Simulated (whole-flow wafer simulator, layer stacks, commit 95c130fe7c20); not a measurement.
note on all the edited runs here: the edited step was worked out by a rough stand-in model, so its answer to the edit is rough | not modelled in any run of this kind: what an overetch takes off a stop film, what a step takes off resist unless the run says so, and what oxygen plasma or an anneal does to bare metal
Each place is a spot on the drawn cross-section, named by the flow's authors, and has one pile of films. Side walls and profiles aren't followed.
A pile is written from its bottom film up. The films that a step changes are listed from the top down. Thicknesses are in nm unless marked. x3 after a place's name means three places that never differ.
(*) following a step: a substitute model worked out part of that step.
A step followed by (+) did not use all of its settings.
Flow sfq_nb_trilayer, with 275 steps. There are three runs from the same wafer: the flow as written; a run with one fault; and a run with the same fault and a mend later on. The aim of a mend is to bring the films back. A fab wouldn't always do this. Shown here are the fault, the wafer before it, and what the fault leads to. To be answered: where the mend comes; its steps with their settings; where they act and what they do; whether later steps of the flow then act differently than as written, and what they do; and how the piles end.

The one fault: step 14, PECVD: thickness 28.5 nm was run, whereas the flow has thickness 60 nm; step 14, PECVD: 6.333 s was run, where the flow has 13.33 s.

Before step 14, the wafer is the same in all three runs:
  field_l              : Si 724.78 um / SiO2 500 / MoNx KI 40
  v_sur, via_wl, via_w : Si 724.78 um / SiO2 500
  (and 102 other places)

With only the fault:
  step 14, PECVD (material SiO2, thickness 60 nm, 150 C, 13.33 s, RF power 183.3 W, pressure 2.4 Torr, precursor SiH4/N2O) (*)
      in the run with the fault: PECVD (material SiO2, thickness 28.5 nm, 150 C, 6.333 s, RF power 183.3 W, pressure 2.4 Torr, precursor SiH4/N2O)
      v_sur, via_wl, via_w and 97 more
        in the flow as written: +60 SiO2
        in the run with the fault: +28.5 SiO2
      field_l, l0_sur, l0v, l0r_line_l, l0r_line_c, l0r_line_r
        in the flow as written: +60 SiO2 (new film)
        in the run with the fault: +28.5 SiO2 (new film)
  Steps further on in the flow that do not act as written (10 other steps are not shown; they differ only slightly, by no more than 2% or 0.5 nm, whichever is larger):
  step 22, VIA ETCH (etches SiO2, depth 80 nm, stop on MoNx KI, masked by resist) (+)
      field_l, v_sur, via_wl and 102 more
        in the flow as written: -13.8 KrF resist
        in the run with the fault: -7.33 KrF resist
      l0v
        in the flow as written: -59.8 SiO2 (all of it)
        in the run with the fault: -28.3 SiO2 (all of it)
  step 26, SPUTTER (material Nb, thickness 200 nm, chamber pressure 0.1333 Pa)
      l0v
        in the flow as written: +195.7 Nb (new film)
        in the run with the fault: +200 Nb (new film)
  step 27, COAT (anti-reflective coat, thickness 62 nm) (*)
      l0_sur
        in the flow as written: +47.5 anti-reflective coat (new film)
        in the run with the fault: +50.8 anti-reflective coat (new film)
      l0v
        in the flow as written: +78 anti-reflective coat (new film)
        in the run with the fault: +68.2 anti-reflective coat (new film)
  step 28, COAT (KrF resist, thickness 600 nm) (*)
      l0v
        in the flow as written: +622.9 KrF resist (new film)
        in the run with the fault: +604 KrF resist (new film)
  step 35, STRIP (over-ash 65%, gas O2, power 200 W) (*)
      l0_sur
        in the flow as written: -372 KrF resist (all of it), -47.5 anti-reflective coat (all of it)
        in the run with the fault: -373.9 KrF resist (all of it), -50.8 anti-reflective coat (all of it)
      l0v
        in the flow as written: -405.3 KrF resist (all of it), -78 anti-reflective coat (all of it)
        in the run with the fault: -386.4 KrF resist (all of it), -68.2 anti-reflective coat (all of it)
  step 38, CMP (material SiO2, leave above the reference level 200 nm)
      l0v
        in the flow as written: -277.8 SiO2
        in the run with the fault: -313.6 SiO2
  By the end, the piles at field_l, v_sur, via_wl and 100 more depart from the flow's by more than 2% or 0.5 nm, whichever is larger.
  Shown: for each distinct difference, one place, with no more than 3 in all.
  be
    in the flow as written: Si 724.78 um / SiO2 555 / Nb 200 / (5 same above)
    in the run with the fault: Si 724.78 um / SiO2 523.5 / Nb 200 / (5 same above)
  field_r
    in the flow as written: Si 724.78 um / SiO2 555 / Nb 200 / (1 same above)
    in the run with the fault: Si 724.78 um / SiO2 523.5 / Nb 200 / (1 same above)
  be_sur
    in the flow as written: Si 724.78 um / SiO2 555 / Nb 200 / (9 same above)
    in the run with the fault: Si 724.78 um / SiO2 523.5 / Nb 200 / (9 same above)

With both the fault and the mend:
  After step 14 comes the mend.
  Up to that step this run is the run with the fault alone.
  step 14a, PECVD (material SiO2, thickness 31.5 nm, 150 C, 7 s, RF power 183.3 W, pressure 2.4 Torr, precursor SiH4/N2O) (the flow's step 14 again, with other settings)
      field_l, v_sur, via_wl and 103 more
        +31.5 SiO2
  Later steps of the flow that are run all act as written at every place that is followed, up to a difference of at most 2% or 0.5 nm, whichever is larger.
  The piles end the same as the flow's at every place that both follow.
